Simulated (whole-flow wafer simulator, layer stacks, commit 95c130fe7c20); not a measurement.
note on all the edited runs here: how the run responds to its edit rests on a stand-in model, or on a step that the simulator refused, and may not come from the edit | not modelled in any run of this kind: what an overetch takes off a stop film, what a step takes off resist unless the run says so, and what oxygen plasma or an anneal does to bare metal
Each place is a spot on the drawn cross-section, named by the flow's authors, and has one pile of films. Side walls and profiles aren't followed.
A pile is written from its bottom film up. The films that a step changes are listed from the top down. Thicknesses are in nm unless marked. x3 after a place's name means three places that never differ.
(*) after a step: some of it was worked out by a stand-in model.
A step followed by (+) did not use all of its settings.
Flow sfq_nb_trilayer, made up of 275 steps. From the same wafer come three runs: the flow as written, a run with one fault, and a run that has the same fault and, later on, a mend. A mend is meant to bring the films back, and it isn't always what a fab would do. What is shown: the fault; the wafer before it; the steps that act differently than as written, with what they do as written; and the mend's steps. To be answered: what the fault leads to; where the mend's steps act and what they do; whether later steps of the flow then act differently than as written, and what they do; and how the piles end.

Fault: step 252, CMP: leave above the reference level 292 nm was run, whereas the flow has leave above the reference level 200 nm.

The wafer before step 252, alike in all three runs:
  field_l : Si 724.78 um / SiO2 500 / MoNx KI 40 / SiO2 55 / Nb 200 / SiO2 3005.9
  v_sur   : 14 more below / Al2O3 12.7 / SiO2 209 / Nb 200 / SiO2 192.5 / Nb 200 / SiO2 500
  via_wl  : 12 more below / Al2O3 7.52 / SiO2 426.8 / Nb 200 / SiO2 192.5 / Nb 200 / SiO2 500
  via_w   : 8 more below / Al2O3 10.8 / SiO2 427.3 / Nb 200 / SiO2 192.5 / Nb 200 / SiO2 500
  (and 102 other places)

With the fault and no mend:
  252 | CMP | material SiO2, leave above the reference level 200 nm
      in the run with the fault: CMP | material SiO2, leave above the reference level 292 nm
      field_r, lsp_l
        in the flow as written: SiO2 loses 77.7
        in the run with the fault: nothing
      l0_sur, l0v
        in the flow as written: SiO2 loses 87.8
        in the run with the fault: nothing
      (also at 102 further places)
  Steps further on in the flow that do not act as written (6 more steps, not shown, differ only slightly: by at most 2% or 0.5 nm, whichever is larger):
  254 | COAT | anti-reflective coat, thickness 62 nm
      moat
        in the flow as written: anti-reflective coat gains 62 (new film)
        in the run with the fault: anti-reflective coat gains 60.7 (new film)
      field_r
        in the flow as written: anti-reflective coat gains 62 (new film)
        in the run with the fault: anti-reflective coat gains 67.2 (new film)
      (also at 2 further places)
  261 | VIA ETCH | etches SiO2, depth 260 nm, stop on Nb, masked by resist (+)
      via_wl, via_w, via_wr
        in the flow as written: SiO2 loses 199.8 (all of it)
        in the run with the fault: SiO2 loses 260
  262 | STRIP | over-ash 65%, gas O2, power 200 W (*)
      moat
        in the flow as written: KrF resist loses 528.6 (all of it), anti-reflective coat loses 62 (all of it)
        in the run with the fault: KrF resist loses 527.8 (all of it), anti-reflective coat loses 60.7 (all of it)
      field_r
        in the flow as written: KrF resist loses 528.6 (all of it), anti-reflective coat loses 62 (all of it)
        in the run with the fault: KrF resist loses 534.2 (all of it), anti-reflective coat loses 67.2 (all of it)
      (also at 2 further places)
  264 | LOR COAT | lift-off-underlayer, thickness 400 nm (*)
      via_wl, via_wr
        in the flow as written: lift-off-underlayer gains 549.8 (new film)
        in the run with the fault: lift-off-underlayer gains 594.8 (new film)
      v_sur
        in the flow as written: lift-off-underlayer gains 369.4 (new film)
        in the run with the fault: lift-off-underlayer gains 360.2 (new film)
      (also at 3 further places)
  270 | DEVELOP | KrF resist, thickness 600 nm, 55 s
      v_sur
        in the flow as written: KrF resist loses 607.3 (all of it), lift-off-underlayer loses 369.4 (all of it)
        in the run with the fault: KrF resist loses 609.9 (all of it), lift-off-underlayer loses 360.2 (all of it)
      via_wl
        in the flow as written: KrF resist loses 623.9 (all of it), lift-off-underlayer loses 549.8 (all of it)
        in the run with the fault: KrF resist loses 631.3 (all of it), lift-off-underlayer loses 594.8 (all of it)
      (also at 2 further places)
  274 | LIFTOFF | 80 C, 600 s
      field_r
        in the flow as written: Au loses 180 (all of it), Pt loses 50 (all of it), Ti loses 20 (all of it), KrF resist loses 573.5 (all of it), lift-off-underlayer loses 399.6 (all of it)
        in the run with the fault: Au loses 180 (all of it), Pt loses 50 (all of it), Ti loses 20 (all of it), KrF resist loses 575.2 (all of it), lift-off-underlayer loses 409 (all of it)
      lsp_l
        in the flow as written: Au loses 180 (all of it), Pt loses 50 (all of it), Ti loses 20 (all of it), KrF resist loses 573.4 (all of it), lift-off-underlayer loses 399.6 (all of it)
        in the run with the fault: Au loses 180 (all of it), Pt loses 50 (all of it), Ti loses 20 (all of it), KrF resist loses 575.5 (all of it), lift-off-underlayer loses 408.4 (all of it)
  By the end, the piles at field_l, v_sur, via_wl and 103 more depart from the flow's by more than 2% or 0.5 nm, whichever is larger.
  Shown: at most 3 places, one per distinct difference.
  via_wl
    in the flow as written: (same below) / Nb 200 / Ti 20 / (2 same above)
    in the run with the fault: (same below) / Nb 200 / SiO2 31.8 / Ti 20 / (2 same above)
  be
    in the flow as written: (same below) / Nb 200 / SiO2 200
    in the run with the fault: (same below) / Nb 200 / SiO2 292
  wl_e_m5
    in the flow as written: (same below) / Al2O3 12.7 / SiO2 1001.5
    in the run with the fault: (same below) / Al2O3 12.7 / SiO2 1093.5

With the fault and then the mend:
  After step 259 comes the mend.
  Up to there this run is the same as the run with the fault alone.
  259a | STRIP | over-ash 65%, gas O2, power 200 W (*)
      p4_fl x3, p4_w1 x9, p4_g1 x2 and 63 more
        KrF resist loses 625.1 (all of it), anti-reflective coat loses 62 (all of it)
      field_l, v_sur, via_sp and 7 more
        KrF resist loses 625 (all of it), anti-reflective coat loses 62 (all of it)
      via_wl, via_w, via_wr
        anti-reflective coat loses 62 (all of it)
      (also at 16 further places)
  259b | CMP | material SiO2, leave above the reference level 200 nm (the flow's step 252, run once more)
      field_l, v_sur, via_wl and 99 more
        SiO2 loses 92
      field_r, lsp_l
        SiO2 loses 77.7
      l0_sur, l0v
        SiO2 loses 87.8
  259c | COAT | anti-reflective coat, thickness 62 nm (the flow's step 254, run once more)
      field_l, v_sur, via_wl and 103 more
        anti-reflective coat gains 62 (new film)
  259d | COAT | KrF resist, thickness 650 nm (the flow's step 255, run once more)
      field_l, v_sur, via_wl and 103 more
        KrF resist gains 650 (new film)
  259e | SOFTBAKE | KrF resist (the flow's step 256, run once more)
      alters no film at any place that is followed
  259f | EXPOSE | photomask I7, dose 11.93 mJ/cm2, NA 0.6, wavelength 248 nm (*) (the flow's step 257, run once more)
      alters no film at any place that is followed
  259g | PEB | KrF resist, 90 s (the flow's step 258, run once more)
      field_l, v_sur, via_wl and 103 more
        KrF resist loses 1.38
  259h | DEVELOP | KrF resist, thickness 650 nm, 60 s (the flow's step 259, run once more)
      field_l, v_sur, via_sp and 100 more
        KrF resist loses 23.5
      via_wl, via_w, via_wr
        KrF resist loses 648.6 (all of it)
  Later steps of the flow that are run all act as written at every place that is followed.
  At every place that both follow, the piles at the end match the flow's.
